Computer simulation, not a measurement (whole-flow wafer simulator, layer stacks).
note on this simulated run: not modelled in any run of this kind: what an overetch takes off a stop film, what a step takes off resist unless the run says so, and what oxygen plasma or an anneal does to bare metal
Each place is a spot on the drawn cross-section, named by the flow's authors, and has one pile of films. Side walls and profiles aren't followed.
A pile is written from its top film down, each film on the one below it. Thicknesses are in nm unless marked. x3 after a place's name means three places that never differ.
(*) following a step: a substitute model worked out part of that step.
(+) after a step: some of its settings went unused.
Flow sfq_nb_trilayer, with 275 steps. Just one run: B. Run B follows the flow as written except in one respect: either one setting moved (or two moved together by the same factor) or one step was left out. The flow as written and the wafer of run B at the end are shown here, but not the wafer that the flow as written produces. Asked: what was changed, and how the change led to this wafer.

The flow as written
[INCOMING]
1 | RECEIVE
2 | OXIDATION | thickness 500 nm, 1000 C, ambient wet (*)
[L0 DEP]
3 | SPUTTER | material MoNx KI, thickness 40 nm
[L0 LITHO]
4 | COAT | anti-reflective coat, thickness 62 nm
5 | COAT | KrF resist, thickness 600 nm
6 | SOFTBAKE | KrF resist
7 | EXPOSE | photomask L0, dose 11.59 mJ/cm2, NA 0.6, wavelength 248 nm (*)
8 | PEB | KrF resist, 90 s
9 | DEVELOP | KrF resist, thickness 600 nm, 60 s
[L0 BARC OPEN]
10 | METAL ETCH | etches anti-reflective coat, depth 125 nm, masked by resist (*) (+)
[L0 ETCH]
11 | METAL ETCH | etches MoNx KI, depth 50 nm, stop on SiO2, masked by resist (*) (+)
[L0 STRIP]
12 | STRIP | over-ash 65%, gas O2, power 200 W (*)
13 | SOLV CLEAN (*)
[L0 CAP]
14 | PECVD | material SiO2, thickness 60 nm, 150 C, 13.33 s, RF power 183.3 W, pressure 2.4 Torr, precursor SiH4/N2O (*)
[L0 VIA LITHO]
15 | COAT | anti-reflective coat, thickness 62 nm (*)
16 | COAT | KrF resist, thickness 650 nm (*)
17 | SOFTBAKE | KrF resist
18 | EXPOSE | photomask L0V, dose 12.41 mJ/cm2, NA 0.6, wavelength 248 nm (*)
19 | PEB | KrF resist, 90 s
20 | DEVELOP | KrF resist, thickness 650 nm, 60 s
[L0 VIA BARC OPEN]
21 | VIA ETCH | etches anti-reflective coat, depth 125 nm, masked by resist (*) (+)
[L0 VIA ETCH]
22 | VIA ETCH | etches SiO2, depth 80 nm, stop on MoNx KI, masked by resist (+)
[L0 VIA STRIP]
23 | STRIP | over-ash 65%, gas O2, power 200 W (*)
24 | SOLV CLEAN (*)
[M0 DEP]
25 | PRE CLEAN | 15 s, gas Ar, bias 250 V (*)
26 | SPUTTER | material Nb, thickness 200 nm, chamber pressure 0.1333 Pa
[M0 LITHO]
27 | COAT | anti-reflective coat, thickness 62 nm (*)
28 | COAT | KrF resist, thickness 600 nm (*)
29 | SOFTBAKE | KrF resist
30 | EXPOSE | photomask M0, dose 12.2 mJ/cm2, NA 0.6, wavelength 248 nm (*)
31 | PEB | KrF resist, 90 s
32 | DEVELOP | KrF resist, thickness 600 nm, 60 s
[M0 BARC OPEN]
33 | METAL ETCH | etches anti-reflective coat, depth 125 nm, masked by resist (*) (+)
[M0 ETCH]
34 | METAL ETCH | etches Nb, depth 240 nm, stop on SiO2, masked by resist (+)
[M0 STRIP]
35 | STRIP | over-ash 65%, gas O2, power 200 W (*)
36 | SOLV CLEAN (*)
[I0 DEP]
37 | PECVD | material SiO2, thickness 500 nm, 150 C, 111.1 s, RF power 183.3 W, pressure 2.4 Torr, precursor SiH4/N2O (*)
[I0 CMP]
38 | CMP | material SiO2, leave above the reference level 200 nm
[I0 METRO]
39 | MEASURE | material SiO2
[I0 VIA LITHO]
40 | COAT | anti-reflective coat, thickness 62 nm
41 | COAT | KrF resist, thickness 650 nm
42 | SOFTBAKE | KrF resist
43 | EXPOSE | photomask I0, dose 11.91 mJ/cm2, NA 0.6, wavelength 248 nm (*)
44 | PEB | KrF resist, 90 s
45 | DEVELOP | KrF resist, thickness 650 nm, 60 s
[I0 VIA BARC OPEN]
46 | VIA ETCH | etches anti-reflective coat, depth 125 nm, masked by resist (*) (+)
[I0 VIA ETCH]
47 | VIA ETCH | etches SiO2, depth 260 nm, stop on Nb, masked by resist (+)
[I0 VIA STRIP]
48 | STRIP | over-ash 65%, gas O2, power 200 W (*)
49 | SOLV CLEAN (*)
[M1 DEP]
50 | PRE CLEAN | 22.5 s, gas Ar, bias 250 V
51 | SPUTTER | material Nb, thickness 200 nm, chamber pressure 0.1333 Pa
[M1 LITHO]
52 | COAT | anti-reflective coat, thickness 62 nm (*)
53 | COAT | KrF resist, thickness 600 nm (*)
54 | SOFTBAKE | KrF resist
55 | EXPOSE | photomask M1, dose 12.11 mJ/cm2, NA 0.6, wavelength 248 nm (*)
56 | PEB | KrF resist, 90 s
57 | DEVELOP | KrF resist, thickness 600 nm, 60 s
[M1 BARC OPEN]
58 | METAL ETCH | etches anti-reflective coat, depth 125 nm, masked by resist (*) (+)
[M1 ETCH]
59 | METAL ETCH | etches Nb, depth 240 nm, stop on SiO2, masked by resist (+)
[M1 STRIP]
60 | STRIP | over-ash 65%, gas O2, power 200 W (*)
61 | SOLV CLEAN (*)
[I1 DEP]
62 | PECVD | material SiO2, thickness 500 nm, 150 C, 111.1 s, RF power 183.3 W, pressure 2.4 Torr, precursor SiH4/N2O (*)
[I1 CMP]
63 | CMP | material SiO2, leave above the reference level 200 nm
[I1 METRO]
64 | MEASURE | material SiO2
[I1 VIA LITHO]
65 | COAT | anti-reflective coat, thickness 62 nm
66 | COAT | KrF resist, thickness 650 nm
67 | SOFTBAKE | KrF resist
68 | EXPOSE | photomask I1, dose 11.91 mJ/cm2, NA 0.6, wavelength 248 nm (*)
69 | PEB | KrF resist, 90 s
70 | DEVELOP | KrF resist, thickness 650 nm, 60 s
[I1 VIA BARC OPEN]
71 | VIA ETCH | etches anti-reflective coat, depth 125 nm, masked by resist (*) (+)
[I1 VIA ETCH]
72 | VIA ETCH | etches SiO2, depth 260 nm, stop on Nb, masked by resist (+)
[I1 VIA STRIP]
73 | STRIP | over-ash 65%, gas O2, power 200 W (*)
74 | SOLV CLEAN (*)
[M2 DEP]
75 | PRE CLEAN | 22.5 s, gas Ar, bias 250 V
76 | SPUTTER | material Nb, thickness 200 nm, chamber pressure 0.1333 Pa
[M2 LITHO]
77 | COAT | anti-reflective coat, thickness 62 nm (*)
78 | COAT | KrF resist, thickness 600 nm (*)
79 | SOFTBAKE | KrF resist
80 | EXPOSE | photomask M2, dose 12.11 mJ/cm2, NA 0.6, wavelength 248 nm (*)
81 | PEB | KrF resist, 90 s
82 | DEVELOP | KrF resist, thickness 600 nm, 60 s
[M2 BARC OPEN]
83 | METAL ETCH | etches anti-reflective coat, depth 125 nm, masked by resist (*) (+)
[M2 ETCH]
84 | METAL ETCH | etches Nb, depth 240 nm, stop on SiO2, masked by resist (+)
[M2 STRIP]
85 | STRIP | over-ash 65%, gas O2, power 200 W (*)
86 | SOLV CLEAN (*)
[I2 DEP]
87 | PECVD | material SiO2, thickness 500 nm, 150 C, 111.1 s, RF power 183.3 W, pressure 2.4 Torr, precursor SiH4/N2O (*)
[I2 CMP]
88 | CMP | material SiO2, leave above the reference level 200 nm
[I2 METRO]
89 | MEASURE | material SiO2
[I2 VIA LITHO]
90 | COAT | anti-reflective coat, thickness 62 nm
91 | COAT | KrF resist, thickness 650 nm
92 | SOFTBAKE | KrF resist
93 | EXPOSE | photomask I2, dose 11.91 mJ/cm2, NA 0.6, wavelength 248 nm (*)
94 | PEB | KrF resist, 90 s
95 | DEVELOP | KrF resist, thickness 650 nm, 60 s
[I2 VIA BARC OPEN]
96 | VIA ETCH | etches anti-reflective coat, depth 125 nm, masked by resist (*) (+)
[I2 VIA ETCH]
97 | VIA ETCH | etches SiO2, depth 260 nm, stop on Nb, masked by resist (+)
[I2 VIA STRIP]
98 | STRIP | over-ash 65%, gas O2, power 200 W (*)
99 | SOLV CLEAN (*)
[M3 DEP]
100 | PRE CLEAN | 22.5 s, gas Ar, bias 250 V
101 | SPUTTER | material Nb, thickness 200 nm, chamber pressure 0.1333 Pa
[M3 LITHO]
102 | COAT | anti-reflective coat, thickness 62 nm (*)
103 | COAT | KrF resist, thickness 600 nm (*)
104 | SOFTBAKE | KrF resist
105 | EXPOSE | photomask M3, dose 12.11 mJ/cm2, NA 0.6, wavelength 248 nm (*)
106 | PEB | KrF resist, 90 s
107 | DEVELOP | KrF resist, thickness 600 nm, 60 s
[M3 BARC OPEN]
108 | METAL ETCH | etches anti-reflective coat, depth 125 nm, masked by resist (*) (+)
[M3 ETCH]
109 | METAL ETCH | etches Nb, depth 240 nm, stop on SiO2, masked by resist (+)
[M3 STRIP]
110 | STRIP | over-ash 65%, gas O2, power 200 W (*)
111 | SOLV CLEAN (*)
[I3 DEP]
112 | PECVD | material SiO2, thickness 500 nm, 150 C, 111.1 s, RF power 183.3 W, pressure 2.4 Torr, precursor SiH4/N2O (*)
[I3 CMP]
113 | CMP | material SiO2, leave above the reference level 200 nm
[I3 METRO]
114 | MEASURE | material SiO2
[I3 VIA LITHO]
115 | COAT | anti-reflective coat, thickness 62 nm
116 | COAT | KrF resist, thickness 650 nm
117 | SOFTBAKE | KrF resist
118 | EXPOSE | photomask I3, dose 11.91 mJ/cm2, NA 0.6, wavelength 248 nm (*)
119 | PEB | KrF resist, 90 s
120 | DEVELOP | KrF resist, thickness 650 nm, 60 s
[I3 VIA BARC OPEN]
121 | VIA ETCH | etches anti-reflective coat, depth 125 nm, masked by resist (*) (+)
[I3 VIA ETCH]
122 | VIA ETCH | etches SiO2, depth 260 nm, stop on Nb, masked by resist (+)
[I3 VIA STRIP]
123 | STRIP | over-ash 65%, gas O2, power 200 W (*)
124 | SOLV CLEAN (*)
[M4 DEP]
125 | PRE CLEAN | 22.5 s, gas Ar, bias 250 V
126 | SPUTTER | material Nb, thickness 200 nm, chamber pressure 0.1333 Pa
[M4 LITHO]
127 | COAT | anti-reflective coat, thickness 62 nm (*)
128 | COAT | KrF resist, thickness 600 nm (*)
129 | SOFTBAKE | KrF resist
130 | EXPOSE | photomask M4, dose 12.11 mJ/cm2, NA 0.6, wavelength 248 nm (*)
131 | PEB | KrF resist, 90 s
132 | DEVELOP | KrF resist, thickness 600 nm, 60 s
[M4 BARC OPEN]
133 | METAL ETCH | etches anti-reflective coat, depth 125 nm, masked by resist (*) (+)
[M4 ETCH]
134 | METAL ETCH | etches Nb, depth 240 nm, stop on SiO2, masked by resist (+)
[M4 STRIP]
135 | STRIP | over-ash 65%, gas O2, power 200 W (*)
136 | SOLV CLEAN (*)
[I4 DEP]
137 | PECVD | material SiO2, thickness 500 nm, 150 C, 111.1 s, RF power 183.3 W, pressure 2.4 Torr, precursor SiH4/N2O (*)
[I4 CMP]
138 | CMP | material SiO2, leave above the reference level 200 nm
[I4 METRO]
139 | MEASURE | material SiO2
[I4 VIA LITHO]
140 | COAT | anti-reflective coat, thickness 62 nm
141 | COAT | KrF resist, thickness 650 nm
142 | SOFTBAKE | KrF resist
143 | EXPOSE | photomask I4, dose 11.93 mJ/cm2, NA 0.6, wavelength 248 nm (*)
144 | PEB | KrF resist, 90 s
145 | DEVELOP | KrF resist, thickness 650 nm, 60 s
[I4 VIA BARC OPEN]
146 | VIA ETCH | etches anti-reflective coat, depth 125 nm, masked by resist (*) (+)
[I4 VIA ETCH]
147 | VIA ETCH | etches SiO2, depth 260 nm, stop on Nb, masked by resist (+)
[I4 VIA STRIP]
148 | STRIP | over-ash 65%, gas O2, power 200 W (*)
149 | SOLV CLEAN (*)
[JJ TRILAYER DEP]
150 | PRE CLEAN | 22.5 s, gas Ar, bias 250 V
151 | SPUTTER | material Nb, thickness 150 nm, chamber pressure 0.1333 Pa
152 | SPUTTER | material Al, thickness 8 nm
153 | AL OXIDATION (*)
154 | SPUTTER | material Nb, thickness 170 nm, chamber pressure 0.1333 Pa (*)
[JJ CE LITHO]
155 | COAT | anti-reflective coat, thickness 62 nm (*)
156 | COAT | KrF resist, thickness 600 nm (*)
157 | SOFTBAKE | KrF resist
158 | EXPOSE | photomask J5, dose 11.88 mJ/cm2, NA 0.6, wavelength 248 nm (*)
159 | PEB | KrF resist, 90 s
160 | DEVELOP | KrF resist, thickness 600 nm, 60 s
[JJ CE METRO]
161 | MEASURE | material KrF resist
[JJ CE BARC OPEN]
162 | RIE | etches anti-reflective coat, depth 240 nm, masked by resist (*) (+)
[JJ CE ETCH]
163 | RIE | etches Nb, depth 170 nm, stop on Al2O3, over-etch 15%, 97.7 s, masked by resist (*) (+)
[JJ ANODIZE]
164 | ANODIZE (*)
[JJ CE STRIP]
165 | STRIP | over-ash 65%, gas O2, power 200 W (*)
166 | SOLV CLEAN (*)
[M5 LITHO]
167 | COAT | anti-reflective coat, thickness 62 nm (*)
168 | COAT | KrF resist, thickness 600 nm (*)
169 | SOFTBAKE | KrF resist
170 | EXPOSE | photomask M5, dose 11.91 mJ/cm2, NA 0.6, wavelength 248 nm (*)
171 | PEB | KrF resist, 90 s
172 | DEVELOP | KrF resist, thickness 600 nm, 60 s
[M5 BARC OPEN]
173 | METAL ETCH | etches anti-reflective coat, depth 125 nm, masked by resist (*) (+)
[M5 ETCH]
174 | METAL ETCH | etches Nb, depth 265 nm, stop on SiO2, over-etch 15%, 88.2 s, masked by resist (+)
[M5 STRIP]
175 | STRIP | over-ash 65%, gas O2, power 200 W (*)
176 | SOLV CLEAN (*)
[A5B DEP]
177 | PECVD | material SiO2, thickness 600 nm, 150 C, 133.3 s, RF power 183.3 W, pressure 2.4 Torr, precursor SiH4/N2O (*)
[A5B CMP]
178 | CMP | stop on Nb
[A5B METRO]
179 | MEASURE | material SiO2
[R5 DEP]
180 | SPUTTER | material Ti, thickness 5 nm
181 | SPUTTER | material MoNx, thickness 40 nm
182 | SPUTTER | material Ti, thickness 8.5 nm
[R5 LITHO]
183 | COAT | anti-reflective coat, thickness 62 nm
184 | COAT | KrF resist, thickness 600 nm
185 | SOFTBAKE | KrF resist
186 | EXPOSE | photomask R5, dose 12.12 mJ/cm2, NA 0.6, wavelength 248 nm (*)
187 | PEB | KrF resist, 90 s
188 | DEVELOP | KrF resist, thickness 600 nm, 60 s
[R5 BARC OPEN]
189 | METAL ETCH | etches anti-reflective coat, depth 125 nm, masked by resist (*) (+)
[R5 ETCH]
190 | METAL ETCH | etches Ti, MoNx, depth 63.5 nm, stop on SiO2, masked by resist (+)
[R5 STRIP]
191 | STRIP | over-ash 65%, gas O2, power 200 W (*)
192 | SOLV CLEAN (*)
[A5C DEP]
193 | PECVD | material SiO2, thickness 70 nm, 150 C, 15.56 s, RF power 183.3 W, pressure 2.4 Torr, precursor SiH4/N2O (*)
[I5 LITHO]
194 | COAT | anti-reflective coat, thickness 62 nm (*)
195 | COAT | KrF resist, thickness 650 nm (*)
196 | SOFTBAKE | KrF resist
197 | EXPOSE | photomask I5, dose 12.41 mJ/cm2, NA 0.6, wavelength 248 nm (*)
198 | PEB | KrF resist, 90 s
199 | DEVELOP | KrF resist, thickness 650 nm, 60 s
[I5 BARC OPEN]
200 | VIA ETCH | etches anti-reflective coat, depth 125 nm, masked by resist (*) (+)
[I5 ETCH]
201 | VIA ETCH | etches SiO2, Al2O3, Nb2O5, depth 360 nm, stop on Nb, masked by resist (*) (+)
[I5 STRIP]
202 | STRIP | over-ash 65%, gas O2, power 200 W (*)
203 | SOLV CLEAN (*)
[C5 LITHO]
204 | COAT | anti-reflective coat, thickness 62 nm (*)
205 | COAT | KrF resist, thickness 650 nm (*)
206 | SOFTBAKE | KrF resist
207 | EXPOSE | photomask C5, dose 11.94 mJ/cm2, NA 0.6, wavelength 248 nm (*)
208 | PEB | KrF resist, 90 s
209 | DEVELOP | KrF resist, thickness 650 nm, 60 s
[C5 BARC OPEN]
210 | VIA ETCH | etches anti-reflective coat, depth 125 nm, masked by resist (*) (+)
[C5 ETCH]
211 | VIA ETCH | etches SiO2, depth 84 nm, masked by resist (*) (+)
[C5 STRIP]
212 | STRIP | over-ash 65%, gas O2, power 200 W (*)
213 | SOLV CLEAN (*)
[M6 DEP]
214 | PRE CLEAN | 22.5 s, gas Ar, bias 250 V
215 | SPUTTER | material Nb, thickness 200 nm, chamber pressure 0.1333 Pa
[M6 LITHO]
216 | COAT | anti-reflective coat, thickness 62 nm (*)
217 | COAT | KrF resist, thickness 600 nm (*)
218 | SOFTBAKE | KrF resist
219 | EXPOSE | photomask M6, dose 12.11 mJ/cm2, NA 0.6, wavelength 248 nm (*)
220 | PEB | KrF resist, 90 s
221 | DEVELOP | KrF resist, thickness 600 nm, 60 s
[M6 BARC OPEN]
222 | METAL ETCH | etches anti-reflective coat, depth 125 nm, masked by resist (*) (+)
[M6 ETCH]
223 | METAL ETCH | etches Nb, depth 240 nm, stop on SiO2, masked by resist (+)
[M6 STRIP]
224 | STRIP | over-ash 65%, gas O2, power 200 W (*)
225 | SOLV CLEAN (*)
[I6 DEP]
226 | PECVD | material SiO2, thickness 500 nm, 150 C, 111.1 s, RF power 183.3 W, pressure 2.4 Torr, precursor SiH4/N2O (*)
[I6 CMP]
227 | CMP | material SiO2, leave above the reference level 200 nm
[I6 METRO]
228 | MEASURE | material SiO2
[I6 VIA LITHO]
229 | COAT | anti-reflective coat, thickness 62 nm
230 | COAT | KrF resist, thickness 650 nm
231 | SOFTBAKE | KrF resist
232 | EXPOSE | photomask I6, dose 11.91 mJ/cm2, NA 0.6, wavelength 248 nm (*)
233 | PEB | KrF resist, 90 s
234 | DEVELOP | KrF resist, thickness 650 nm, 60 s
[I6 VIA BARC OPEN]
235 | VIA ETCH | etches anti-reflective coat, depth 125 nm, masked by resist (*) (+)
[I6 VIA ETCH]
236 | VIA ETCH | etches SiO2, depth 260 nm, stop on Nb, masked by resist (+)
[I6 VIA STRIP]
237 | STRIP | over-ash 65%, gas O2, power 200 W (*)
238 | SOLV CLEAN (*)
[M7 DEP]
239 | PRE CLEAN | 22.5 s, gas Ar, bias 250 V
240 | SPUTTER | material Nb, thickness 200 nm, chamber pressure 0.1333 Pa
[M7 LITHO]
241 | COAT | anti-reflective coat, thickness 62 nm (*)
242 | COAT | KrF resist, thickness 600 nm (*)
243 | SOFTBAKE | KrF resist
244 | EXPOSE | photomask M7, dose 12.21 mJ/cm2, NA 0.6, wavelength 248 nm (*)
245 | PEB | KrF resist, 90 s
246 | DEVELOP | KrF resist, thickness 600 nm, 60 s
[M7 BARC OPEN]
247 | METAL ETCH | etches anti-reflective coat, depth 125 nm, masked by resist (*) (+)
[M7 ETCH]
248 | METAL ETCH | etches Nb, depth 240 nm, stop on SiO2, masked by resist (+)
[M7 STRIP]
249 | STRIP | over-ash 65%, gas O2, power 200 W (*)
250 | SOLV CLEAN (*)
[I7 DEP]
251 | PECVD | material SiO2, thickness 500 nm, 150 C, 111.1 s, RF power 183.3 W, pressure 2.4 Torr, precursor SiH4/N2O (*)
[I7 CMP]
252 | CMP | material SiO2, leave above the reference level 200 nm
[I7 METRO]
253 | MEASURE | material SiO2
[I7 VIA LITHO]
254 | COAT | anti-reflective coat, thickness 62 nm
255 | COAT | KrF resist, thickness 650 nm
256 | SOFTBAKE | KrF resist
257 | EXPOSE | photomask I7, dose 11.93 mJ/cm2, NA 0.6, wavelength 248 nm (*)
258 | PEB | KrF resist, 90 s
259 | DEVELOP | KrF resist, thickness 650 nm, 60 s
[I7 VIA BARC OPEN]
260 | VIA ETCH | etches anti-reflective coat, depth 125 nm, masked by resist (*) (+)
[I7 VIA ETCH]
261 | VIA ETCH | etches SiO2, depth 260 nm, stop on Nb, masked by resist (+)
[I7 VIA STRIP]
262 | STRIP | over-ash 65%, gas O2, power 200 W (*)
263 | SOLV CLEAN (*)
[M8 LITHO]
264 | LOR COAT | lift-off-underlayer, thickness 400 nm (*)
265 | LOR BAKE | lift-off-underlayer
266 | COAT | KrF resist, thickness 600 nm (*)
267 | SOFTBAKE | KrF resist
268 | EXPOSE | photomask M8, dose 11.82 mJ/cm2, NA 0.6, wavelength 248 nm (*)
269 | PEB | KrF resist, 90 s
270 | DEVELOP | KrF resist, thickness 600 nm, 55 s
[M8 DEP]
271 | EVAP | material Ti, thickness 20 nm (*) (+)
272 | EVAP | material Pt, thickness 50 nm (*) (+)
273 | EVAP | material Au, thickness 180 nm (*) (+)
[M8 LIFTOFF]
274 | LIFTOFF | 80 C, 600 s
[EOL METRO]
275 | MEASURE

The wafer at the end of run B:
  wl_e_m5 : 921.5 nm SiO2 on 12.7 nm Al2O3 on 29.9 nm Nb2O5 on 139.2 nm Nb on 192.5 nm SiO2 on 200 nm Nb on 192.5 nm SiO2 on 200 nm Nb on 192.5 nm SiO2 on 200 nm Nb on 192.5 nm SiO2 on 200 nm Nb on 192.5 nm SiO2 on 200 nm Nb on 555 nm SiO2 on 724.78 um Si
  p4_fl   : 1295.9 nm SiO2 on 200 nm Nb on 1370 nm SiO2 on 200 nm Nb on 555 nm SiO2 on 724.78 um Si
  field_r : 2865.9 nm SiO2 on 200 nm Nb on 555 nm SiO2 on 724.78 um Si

The reason: step 227, CMP: leave above the reference level 120 nm was run, whereas the flow has leave above the reference level 200 nm.

Step by step, how the change led to this:
  227 | CMP | material SiO2, leave above the reference level 200 nm
      field_l, p4_fl, p4_fm and 59 more: SiO2 loses 180 (it would be, as written: SiO2 loses 100)
      v_sur, via_wl, via_w and 15 more: SiO2 loses 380 (it would be, as written: SiO2 loses 300)
      (and at 26 other places as well)
  236 | VIA ETCH | etches SiO2, depth 260 nm, stop on Nb, masked by resist (+)
      field_l, v_sur, via_wl and 102 more: KrF resist loses 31 (it would be, as written: KrF resist loses 44.8)
      via_v: SiO2 loses 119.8 (all of it) (it would be, as written: SiO2 loses 199.8 (all of it))
  237 | STRIP | over-ash 65%, gas O2, power 200 W (*)
      field_l, v_sur, via_wl and 102 more: KrF resist loses 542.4 (all of it), anti-reflective coat loses 62 (all of it) (it would be, as written: KrF resist loses 528.6 (all of it), anti-reflective coat loses 62 (all of it))
  240 | SPUTTER | material Nb, thickness 200 nm, chamber pressure 0.1333 Pa
      via_v: Nb gains 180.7 (it would be, as written: Nb gains 161.1)
  241 | COAT | anti-reflective coat, thickness 62 nm (*)
      via_sp: anti-reflective coat gains 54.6 (new film) (it would be, as written: anti-reflective coat gains 53.1 (new film))
      via_v: anti-reflective coat gains 107.1 (new film) (it would be, as written: anti-reflective coat gains 126 (new film))
      (and at 1 other place as well)
  242 | COAT | KrF resist, thickness 600 nm (*)
      via_v: KrF resist gains 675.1 (new film) (it would be, as written: KrF resist gains 742.5 (new film))
  249 | STRIP | over-ash 65%, gas O2, power 200 W (*)
      via_sp: KrF resist loses 379.2 (all of it), anti-reflective coat loses 54.6 (all of it) (it would be, as written: KrF resist loses 373.6 (all of it), anti-reflective coat loses 53.1 (all of it))
      via_v: KrF resist loses 457.3 (all of it), anti-reflective coat loses 107.1 (all of it) (it would be, as written: KrF resist loses 524.5 (all of it), anti-reflective coat loses 126 (all of it))
      (and at 1 other place as well)
  251 | PECVD | material SiO2, thickness 500 nm, 150 C, 111.1 s, RF power 183.3 W, pressure 2.4 Torr, precursor SiH4/N2O (*)
      via_v: SiO2 gains 500 (new film) (it would be, as written: SiO2 gains 621 (new film))
  252 | CMP | material SiO2, leave above the reference level 200 nm
      via_v: SiO2 loses 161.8 (it would be, as written: SiO2 loses 183.1)
